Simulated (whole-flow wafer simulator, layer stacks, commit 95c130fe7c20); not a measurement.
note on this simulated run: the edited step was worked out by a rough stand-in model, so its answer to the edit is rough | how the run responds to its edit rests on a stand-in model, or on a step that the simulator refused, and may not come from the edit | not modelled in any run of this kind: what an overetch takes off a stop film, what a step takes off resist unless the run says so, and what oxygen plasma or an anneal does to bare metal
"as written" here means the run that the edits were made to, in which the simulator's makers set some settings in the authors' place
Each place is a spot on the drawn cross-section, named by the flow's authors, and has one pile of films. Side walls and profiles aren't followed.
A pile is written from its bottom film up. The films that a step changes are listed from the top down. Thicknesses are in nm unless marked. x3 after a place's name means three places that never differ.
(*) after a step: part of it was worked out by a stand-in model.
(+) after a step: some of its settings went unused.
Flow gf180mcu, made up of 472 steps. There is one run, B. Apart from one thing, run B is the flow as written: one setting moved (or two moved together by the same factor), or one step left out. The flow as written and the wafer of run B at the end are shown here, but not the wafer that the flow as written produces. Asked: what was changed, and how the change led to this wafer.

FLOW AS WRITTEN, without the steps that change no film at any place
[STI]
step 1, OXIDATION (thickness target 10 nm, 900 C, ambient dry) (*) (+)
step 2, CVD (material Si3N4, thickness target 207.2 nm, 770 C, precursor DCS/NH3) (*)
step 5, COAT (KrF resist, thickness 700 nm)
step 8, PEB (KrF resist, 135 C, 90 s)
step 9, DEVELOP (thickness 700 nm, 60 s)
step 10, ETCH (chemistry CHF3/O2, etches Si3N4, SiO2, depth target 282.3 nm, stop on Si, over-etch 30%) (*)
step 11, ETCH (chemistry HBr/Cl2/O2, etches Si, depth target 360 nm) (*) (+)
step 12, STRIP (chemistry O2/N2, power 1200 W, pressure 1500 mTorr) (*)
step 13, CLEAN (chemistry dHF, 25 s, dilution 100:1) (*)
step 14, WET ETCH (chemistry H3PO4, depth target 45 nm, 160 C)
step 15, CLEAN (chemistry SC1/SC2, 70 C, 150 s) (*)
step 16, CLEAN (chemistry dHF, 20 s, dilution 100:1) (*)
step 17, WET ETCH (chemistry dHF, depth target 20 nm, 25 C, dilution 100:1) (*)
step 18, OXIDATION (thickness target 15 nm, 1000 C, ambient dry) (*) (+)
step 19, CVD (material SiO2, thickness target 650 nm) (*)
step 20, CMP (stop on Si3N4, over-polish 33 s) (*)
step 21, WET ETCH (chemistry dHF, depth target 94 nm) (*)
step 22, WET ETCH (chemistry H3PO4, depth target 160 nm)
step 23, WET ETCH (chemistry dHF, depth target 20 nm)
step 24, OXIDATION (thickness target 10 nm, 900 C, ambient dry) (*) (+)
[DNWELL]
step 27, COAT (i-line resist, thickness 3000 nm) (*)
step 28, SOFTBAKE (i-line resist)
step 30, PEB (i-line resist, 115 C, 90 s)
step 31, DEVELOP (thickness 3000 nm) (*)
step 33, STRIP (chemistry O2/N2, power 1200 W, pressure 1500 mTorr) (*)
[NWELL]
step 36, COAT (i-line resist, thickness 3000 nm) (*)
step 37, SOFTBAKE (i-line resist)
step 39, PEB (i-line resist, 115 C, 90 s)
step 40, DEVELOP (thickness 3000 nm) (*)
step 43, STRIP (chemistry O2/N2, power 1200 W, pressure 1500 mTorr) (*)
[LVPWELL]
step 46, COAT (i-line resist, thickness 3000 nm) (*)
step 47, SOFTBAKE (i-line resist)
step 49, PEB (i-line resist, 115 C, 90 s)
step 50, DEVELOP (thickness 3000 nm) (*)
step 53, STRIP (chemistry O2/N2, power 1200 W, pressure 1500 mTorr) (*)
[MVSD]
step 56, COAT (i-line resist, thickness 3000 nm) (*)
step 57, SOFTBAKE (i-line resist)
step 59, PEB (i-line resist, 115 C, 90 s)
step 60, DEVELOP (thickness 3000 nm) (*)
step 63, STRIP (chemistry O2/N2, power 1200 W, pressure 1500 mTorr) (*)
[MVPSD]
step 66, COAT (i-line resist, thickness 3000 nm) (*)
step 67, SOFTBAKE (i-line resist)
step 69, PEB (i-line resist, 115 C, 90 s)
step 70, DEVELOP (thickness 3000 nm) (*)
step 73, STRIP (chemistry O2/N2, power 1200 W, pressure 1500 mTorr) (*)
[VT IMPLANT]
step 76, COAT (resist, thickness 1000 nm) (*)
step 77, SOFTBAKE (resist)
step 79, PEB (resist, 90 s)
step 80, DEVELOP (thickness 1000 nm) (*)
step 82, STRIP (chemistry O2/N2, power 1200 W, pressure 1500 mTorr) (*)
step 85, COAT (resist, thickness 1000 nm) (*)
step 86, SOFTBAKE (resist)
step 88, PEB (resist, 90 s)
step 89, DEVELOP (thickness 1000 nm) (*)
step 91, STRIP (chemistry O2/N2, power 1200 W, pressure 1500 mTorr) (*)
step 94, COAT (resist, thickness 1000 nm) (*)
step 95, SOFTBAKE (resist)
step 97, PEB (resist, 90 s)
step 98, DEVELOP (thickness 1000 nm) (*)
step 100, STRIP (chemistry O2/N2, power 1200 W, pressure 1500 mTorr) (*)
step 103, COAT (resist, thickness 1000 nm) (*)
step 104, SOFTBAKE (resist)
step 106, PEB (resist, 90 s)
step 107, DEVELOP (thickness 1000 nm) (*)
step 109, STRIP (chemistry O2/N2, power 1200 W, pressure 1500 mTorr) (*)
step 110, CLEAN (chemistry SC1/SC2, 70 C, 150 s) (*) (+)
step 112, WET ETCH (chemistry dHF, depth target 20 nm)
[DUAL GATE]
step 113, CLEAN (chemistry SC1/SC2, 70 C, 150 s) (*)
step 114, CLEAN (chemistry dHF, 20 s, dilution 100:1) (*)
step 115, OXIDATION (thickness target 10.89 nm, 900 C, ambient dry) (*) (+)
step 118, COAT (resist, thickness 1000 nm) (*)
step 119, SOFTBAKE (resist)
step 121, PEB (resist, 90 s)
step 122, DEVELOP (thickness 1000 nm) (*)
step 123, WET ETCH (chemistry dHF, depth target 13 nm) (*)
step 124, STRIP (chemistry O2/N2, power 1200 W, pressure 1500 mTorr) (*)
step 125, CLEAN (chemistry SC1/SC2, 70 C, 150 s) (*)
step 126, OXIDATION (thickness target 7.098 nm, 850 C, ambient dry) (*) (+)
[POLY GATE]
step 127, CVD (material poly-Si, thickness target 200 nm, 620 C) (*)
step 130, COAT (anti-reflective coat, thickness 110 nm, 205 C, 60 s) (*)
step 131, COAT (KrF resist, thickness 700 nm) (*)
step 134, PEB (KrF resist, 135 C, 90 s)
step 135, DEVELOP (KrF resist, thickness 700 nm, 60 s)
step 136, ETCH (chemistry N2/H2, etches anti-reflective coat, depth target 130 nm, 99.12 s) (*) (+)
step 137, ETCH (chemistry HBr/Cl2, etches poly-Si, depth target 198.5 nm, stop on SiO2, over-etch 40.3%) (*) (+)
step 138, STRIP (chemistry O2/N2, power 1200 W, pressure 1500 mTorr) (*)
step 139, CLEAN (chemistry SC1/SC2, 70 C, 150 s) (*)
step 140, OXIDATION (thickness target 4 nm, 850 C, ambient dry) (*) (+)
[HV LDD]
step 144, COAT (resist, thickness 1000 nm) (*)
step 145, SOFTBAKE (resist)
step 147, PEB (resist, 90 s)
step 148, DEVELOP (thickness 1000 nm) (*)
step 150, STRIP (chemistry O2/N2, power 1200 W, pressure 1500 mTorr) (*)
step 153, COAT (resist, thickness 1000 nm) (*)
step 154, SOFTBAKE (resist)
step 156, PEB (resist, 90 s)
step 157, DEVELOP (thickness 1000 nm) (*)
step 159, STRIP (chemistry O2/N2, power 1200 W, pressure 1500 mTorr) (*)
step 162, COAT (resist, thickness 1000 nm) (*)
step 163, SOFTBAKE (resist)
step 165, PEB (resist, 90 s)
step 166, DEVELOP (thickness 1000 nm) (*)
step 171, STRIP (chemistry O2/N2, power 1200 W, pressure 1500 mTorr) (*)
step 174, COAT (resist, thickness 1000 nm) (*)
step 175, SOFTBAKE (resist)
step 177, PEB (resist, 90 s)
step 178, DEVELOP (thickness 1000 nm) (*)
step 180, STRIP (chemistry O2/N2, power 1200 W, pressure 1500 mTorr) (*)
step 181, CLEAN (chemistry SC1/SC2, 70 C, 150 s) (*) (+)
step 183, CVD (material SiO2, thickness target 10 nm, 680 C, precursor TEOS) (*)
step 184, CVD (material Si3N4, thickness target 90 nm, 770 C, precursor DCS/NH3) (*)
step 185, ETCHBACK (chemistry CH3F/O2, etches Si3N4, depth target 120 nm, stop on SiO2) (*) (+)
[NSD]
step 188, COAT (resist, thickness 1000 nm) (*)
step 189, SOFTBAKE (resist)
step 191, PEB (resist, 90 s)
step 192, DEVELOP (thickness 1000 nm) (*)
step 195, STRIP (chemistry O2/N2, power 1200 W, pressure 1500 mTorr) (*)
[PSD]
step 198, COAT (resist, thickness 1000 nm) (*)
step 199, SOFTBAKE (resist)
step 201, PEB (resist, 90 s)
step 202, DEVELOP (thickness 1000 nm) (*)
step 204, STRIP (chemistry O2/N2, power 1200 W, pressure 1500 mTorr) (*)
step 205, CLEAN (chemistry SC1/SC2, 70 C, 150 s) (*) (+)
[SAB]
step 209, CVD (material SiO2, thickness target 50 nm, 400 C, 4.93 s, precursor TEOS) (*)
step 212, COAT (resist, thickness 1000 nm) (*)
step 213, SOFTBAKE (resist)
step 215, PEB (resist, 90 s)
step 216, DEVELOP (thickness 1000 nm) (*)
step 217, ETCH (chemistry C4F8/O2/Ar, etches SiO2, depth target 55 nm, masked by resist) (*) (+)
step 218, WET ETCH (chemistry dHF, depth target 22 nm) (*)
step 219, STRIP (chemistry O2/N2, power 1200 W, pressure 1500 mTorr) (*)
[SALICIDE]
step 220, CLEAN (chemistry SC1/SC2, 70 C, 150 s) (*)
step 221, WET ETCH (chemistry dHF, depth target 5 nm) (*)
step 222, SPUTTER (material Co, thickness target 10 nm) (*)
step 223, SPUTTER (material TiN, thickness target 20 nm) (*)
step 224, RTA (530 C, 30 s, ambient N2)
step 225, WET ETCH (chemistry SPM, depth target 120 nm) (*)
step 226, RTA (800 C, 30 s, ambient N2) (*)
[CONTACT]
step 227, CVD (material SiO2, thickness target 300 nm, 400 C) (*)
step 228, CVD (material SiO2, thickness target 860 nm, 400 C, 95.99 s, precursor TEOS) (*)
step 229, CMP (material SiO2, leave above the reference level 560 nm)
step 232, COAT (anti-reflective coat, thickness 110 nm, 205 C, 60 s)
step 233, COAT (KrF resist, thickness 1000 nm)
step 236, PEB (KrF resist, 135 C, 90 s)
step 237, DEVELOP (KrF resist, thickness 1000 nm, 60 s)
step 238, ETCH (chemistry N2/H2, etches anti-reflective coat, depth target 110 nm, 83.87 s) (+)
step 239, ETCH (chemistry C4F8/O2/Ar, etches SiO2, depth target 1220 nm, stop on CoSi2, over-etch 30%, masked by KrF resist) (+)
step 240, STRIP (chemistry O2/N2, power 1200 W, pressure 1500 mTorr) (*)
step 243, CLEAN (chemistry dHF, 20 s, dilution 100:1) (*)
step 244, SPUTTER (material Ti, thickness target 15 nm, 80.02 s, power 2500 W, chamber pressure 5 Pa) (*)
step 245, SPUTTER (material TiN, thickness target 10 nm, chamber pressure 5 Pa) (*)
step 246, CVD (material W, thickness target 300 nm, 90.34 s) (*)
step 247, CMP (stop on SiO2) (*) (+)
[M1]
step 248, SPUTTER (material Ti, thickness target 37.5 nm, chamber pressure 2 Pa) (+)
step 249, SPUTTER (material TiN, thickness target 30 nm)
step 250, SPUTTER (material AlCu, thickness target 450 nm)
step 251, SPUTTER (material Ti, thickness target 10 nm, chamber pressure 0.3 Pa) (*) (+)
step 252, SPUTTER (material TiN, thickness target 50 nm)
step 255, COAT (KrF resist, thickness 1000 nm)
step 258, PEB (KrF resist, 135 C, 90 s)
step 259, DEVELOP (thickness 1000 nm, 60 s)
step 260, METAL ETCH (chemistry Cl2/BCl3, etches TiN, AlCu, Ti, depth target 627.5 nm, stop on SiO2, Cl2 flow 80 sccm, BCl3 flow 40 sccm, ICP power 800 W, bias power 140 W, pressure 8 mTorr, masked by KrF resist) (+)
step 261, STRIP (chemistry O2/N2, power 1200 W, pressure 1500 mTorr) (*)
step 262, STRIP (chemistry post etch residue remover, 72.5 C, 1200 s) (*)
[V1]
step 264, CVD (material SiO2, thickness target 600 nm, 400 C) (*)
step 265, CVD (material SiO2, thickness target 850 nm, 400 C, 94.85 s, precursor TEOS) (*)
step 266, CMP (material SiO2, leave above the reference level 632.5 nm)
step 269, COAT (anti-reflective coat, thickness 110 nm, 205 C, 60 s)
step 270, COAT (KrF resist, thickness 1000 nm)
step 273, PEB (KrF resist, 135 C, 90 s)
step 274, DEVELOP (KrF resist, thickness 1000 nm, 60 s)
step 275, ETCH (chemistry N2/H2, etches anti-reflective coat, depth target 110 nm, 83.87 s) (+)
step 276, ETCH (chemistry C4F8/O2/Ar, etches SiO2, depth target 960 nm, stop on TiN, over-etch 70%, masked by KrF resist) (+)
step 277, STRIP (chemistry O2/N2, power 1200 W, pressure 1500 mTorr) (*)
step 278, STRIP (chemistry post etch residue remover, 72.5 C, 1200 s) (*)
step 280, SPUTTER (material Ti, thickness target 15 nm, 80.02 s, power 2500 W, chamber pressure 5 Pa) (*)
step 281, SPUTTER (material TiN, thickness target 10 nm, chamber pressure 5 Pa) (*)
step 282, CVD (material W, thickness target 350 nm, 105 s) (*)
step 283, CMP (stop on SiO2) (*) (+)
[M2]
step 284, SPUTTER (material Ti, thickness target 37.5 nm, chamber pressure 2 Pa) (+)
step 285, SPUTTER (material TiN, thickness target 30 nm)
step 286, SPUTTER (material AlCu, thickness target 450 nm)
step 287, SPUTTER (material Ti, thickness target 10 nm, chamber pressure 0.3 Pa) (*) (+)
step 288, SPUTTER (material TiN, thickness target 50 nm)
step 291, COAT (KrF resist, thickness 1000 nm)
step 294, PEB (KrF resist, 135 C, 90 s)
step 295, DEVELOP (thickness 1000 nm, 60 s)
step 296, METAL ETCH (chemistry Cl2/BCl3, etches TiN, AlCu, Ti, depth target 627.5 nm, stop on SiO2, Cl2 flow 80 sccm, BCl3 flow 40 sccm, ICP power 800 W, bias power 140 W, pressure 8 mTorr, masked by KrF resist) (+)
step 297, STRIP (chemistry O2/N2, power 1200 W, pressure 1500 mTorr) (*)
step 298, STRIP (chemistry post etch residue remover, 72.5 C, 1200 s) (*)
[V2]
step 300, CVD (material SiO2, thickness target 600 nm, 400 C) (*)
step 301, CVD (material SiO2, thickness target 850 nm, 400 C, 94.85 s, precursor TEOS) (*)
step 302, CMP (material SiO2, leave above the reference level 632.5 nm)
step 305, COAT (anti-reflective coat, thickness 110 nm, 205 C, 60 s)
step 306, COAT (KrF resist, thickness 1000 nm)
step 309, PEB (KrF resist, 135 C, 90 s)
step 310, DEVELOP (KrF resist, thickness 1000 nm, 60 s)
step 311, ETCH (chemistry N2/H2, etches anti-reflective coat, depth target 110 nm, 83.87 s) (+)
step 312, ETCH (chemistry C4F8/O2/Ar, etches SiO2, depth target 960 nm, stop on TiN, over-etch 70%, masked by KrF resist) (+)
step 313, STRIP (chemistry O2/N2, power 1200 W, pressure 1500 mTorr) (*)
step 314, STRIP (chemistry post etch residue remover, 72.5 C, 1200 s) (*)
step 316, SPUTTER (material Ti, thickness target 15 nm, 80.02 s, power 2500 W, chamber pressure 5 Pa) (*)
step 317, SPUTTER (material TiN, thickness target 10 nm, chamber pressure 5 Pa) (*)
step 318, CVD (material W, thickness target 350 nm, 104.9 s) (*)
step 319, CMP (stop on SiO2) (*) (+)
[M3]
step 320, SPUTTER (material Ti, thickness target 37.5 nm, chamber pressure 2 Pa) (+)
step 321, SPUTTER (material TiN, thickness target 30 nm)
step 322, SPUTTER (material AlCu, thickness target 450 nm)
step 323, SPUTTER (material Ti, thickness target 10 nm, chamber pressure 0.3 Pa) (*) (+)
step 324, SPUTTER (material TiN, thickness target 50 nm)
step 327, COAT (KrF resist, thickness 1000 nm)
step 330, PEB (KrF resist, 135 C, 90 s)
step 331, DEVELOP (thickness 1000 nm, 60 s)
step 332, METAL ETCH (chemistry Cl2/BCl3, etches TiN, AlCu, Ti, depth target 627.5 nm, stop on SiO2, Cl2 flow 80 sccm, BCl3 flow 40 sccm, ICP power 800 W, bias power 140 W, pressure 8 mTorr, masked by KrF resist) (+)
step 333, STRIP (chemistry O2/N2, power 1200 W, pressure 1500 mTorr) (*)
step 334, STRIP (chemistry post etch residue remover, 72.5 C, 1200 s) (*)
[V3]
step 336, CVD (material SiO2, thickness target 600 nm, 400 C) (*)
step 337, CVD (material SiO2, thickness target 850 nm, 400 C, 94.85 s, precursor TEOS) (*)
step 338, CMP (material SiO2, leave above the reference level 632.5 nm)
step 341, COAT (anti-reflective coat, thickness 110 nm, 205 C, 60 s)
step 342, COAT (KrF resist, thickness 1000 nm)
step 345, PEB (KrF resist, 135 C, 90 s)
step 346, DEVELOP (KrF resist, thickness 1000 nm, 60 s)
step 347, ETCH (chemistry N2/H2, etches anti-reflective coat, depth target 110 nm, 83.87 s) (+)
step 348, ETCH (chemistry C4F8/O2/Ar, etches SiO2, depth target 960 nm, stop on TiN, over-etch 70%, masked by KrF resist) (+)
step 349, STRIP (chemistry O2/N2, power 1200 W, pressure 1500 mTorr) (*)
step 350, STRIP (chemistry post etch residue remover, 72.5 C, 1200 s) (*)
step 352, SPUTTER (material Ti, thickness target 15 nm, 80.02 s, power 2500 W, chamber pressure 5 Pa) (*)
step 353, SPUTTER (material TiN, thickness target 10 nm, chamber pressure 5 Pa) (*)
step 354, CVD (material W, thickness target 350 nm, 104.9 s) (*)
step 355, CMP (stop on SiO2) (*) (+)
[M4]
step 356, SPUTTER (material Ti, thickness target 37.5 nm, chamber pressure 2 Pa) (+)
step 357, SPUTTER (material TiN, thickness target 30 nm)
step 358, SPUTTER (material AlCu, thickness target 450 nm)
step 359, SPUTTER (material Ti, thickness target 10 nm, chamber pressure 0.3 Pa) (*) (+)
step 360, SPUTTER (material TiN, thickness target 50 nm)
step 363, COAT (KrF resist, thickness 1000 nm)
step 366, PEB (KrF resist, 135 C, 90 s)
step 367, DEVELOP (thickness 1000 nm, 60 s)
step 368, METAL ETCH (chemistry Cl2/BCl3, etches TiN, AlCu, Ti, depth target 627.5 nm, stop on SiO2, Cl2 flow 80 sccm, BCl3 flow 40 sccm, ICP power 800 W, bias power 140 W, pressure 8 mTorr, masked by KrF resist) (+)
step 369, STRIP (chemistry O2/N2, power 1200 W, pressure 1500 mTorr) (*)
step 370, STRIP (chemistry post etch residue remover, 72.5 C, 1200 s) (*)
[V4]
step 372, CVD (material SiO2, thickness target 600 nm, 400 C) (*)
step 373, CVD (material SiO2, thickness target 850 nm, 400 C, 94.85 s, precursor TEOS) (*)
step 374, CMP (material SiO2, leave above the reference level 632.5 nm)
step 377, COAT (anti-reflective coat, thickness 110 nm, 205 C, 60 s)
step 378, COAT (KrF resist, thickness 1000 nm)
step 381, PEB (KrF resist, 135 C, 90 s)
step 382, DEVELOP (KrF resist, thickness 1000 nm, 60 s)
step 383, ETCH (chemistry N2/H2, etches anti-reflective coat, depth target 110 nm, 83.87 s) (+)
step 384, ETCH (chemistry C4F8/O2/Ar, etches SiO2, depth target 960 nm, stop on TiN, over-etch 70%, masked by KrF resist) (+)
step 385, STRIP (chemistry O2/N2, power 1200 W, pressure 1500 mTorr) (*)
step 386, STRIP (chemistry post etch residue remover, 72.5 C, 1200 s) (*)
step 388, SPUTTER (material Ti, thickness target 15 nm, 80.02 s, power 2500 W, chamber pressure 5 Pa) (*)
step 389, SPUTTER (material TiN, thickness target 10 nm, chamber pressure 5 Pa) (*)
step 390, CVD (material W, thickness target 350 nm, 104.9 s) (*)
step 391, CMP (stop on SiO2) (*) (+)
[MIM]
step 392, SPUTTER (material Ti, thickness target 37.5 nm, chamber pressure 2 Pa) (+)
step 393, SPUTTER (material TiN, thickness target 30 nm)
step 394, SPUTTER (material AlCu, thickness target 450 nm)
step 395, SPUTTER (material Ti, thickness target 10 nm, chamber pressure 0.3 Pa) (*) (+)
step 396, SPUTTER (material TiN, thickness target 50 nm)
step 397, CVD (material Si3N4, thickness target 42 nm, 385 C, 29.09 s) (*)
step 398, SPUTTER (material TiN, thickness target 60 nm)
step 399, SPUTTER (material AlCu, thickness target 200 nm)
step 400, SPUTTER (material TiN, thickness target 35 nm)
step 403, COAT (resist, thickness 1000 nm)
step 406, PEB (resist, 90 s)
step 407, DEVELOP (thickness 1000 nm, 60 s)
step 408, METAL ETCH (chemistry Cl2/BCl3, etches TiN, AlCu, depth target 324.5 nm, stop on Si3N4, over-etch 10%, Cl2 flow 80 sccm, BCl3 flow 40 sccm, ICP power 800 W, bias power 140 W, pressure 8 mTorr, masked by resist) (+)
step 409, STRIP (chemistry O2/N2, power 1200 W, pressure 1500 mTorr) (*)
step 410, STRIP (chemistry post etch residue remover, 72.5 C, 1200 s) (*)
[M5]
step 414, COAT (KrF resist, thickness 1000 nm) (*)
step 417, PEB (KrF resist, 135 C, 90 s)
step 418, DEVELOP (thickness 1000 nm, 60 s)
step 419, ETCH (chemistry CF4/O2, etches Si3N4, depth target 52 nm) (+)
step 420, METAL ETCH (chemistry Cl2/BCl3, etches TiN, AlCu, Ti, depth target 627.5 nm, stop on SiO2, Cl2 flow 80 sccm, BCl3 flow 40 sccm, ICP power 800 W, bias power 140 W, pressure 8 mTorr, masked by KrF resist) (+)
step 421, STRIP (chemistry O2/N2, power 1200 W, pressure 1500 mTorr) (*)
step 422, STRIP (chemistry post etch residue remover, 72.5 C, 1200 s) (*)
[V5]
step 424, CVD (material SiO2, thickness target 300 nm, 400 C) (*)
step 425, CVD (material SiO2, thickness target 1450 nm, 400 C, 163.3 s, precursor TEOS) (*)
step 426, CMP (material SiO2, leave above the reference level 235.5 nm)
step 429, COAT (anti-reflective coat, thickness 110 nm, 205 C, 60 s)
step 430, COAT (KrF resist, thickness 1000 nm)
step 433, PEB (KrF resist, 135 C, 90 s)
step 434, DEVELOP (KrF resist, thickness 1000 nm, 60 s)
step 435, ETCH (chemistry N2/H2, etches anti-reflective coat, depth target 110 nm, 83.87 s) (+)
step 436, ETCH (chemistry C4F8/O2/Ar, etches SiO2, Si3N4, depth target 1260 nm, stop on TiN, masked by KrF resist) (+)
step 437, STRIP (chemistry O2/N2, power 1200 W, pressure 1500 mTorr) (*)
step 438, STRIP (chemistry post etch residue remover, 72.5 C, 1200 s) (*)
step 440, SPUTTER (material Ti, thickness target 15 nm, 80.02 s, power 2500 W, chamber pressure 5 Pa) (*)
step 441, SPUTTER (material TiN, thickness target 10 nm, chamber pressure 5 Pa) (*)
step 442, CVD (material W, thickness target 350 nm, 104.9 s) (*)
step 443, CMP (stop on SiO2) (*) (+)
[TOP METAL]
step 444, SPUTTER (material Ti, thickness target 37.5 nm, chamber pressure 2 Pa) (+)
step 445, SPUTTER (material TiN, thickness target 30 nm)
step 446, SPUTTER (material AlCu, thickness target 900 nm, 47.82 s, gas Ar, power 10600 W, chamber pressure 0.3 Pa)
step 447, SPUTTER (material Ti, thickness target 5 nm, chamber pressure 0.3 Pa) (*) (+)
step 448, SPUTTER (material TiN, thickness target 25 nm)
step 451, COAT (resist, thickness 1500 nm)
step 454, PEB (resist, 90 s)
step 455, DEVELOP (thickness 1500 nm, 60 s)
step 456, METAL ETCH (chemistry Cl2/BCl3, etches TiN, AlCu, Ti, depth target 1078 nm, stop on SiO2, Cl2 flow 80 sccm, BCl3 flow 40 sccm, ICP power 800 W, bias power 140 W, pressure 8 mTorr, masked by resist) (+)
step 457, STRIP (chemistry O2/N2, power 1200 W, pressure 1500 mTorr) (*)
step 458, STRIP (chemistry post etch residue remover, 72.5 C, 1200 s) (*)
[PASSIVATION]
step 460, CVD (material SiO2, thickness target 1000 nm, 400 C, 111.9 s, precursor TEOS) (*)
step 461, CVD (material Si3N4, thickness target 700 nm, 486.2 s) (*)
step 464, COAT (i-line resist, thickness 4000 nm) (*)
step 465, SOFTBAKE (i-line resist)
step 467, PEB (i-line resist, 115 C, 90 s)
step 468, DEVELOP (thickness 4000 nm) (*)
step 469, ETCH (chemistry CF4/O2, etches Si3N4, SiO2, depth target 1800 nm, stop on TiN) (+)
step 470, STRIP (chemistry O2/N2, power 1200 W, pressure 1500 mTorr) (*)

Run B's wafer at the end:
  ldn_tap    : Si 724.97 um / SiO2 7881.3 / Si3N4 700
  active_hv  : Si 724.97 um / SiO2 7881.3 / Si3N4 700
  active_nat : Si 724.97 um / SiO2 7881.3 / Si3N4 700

The reason: step 1, OXIDATION: 1080 C was run, though the flow has 900 C.

The path from the change to this, step by step:
  step 1, OXIDATION (thickness target 10 nm, 900 C, ambient dry) (*) (+)
      field, field_sub, active and 77 more: SiO2 gains 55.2 (new film), Si loses 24 (in the flow as written it would be: SiO2 gains 10 (new film), Si loses 4.11)
  step 10, ETCH (chemistry CHF3/O2, etches Si3N4, SiO2, depth target 282.3 nm, stop on Si, over-etch 30%) (*)
      field, field_sub, sti and 34 more: Si3N4 loses 207.2 (all of it), SiO2 loses 55.2 (all of it), Si loses 4 (in the flow as written it would be: Si3N4 loses 207.2 (all of it), SiO2 loses 10 (all of it), Si loses 13)
  step 11, ETCH (chemistry HBr/Cl2/O2, etches Si, depth target 360 nm) (*) (+)
      active, n_well, p_well and 40 more: KrF resist loses 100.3 (in the flow as written it would be: KrF resist loses 112.3)
      field, field_sub, sti and 34 more: Si loses 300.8 (in the flow as written it would be: Si loses 337)
  step 12, STRIP (chemistry O2/N2, power 1200 W, pressure 1500 mTorr) (*)
      active, n_well, p_well and 40 more: KrF resist loses 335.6 (all of it) (in the flow as written it would be: KrF resist loses 323.5 (all of it))
  step 23, WET ETCH (chemistry dHF, depth target 20 nm)
      active, n_well, p_well and 40 more: SiO2 loses 20 (in the flow as written it would be: SiO2 loses 9.93 (all of it))
  step 24, OXIDATION (thickness target 10 nm, 900 C, ambient dry) (*) (+)
      active, n_well, p_well and 40 more: SiO2 gains 4.99, Si loses 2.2 (in the flow as written it would be: SiO2 gains 10 (new film), Si loses 4.4)
  step 28, SOFTBAKE (i-line resist)
      n_well, nw_enc_fld_lv: i-line resist gains 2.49 (in the flow as written it would be: i-line resist gains 1.82)
      ldp_dft, ldp_drn: i-line resist gains 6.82 (in the flow as written it would be: i-line resist gains 5.18)
      (and at 44 other places as well)
  step 37, SOFTBAKE (i-line resist)
      n_well, nw_enc_fld_lv: i-line resist gains 2.49 (in the flow as written it would be: i-line resist gains 1.82)
      ldp_dft, ldp_drn: i-line resist gains 6.82 (in the flow as written it would be: i-line resist gains 5.18)
      (and at 44 other places as well)
  step 47, SOFTBAKE (i-line resist)
      n_well, nw_enc_fld_lv: i-line resist gains 2.49 (in the flow as written it would be: i-line resist gains 1.82)
      ldp_dft, ldp_drn: i-line resist gains 6.82 (in the flow as written it would be: i-line resist gains 5.18)
      (and at 44 other places as well)
  step 57, SOFTBAKE (i-line resist)
      n_well, nw_enc_fld_lv: i-line resist gains 2.49 (in the flow as written it would be: i-line resist gains 1.82)
      ldp_dft, ldp_drn: i-line resist gains 6.82 (in the flow as written it would be: i-line resist gains 5.18)
      (and at 44 other places as well)
  step 67, SOFTBAKE (i-line resist)
      n_well, nw_enc_fld_lv: i-line resist gains 2.49 (in the flow as written it would be: i-line resist gains 1.82)
      ldp_dft, ldp_drn: i-line resist gains 6.82 (in the flow as written it would be: i-line resist gains 5.18)
      (and at 44 other places as well)
  step 112, WET ETCH (chemistry dHF, depth target 20 nm)
      active, n_well, p_well and 40 more: SiO2 loses 20 (in the flow as written it would be: SiO2 loses 9.66 (all of it))
  step 113, CLEAN (chemistry SC1/SC2, 70 C, 150 s) (*)
      active, n_well, p_well and 40 more: SiO2 loses 0.34 (in the flow as written it would be: chemical SiO2 gains 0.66 (new film), Si loses 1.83)
  step 114, CLEAN (chemistry dHF, 20 s, dilution 100:1) (*)
      active, n_well, p_well and 40 more: SiO2 loses 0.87 (in the flow as written it would be: chemical SiO2 loses 0.66 (all of it))
  step 115, OXIDATION (thickness target 10.89 nm, 900 C, ambient dry) (*) (+)
      active, n_well, p_well and 40 more: SiO2 gains 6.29, Si loses 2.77 (in the flow as written it would be: SiO2 gains 10.9 (new film), Si loses 4.79)
  step 118, COAT (resist, thickness 1000 nm) (*)
      p_well, spacer, sd_n: resist gains 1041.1 (new film) (in the flow as written it would be: resist gains 1016.5 (new film))
      ldp_gr: resist gains 1040.6 (new film) (in the flow as written it would be: resist gains 1019.3 (new film))
  ... another 55 steps ...
  step 246, CVD (material W, thickness target 300 nm, 90.34 s) (*)
      polyc_n, polyc_p: W gains 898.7 (new film) (in the flow as written it would be: W gains 936 (new film))
Taking metal films that touch as one body, ldn_tap has 0 bodies; the flow as written gives 1 body.
Taking metal films that touch as one body, active_hv has 0 bodies; the flow as written gives 1 body.
Taking metal films that touch as one body, active_nat has 0 bodies; the flow as written gives 1 body.
